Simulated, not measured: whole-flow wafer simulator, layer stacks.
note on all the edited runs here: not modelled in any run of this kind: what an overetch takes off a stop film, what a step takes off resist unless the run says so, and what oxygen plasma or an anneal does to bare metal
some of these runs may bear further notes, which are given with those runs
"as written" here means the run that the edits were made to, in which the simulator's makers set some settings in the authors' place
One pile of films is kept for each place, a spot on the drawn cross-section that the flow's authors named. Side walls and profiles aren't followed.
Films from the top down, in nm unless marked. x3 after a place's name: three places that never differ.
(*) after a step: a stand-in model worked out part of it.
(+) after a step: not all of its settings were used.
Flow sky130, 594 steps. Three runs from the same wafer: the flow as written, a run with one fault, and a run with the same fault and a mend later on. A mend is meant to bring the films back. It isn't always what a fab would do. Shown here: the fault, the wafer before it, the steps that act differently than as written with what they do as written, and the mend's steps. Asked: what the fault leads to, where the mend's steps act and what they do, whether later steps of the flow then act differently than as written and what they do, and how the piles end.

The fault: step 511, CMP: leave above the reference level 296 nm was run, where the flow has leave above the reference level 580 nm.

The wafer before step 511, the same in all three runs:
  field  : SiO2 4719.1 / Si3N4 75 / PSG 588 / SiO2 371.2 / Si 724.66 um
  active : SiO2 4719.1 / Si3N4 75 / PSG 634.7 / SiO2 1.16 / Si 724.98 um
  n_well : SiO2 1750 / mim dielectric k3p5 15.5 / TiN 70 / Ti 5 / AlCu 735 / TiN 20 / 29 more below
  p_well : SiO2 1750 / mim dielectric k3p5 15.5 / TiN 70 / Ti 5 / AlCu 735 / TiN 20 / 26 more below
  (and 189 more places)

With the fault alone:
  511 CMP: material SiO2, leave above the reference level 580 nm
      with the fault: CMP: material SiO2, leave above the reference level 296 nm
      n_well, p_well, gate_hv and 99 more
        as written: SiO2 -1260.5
        with the fault: SiO2 -1544.5
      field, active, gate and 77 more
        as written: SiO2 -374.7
        with the fault: SiO2 -658.7
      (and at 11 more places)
  Later steps of the flow that act differently than as written:
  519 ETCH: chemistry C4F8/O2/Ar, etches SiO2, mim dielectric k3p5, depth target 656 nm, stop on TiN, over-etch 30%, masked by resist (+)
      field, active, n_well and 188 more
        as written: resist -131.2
        with the fault: resist -57.6
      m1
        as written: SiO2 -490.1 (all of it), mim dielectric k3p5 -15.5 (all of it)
        with the fault: SiO2 -206.1 (all of it), mim dielectric k3p5 -15.5 (all of it)
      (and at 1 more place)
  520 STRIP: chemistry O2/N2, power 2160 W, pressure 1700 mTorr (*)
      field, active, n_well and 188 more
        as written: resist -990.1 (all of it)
        with the fault: resist -1063.7 (all of it)
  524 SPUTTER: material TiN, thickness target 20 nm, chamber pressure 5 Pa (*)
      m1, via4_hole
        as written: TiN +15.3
        with the fault: TiN +17.5
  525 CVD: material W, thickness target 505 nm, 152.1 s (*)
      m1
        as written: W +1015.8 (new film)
        with the fault: W +532.8 (new film)
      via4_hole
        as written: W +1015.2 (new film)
        with the fault: W +533.9 (new film)
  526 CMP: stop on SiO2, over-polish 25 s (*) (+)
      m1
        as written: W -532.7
        with the fault: W -335.9
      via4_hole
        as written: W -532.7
        with the fault: W -337.7
  At the end the piles differ from the flow's by more than 2% or 0.5 nm, whichever is larger, at field, active, n_well and 190 more.
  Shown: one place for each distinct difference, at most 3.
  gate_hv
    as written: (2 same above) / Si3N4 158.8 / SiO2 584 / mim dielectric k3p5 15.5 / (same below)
    with the fault: (2 same above) / Si3N4 158.8 / SiO2 300 / mim dielectric k3p5 15.5 / (same below)
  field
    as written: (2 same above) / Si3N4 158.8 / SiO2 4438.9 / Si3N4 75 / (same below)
    with the fault: (2 same above) / Si3N4 158.8 / SiO2 4154.9 / Si3N4 75 / (same below)
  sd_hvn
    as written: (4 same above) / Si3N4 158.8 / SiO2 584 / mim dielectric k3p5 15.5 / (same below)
    with the fault: (4 same above) / Si3N4 158.8 / SiO2 300 / mim dielectric k3p5 15.5 / (same below)

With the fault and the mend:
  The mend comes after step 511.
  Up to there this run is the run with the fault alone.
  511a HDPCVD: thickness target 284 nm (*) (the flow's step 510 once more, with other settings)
      field, active, n_well and 190 more
        SiO2 +284
  No later step of the flow acts differently than as written at any place that is followed.
  At the end the piles are the same as the flow's at every place that both follow.
